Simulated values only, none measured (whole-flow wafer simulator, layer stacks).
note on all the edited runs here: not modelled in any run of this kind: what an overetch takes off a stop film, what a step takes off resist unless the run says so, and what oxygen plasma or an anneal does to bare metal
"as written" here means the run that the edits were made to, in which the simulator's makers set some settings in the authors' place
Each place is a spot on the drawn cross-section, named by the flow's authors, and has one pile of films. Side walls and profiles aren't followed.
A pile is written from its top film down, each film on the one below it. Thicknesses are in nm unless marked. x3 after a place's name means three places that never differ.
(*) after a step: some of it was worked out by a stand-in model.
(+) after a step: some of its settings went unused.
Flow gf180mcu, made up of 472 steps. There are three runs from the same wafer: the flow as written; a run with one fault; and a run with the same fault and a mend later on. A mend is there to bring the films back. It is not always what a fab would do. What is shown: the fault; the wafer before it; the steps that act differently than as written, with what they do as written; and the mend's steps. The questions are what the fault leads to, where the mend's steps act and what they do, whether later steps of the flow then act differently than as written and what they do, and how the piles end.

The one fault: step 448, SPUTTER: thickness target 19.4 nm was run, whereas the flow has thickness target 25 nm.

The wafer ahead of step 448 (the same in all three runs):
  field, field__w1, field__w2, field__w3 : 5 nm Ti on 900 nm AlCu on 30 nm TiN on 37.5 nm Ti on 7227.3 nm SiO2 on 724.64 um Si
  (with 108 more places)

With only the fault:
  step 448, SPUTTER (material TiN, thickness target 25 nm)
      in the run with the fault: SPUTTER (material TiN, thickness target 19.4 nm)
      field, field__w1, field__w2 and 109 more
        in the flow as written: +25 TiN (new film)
        in the run with the fault: +19.4 TiN (new film)
  Steps further on in the flow that do not act as written (not shown: 5 more steps that differ only slightly, by at most 2% or 0.5 nm, whichever is larger):
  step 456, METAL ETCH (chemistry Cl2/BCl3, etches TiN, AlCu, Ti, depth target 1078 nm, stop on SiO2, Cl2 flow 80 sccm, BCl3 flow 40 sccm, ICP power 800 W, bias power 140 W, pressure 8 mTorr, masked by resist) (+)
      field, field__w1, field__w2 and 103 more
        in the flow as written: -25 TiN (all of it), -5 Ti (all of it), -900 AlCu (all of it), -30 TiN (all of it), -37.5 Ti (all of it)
        in the run with the fault: -19.4 TiN (all of it), -5 Ti (all of it), -900 AlCu (all of it), -30 TiN (all of it), -37.5 Ti (all of it)
  The piles end different from the flow's at field__w8, contact, m1, m1__w1, pad, m1_nw by more than 2% or 0.5 nm, whichever is larger.
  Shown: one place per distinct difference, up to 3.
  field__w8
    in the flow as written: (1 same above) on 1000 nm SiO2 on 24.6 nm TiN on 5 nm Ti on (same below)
    in the run with the fault: (1 same above) on 1000 nm SiO2 on 19 nm TiN on 5 nm Ti on (same below)
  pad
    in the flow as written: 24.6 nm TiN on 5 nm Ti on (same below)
    in the run with the fault: 19 nm TiN on 5 nm Ti on (same below)

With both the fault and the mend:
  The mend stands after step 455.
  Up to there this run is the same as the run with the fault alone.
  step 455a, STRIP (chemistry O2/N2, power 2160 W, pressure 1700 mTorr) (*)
      field__w8, contact, m1, m1__w1, pad, m1_nw
        -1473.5 resist (all of it)
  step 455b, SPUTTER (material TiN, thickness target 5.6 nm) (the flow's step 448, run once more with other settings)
      field, field__w1, field__w2 and 109 more
        +5.6 TiN
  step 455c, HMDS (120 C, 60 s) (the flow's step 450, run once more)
      leaves every film unchanged at each place that is followed
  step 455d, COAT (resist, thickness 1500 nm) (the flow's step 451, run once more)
      field, field__w1, field__w2 and 109 more
        +1500 resist (new film)
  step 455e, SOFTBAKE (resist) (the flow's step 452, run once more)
      leaves every film unchanged at each place that is followed
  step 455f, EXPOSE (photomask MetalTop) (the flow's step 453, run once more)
      leaves every film unchanged at each place that is followed
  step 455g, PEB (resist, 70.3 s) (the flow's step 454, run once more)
      field, field__w1, field__w2 and 109 more
        -26.5 resist
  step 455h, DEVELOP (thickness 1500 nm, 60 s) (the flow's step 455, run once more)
      field, field__w1, field__w2 and 103 more
        -1473.5 resist (all of it)
  None of the later steps of the flow acts differently than as written at any place that is followed.
  The piles end the same as the flow's at every place that both follow.
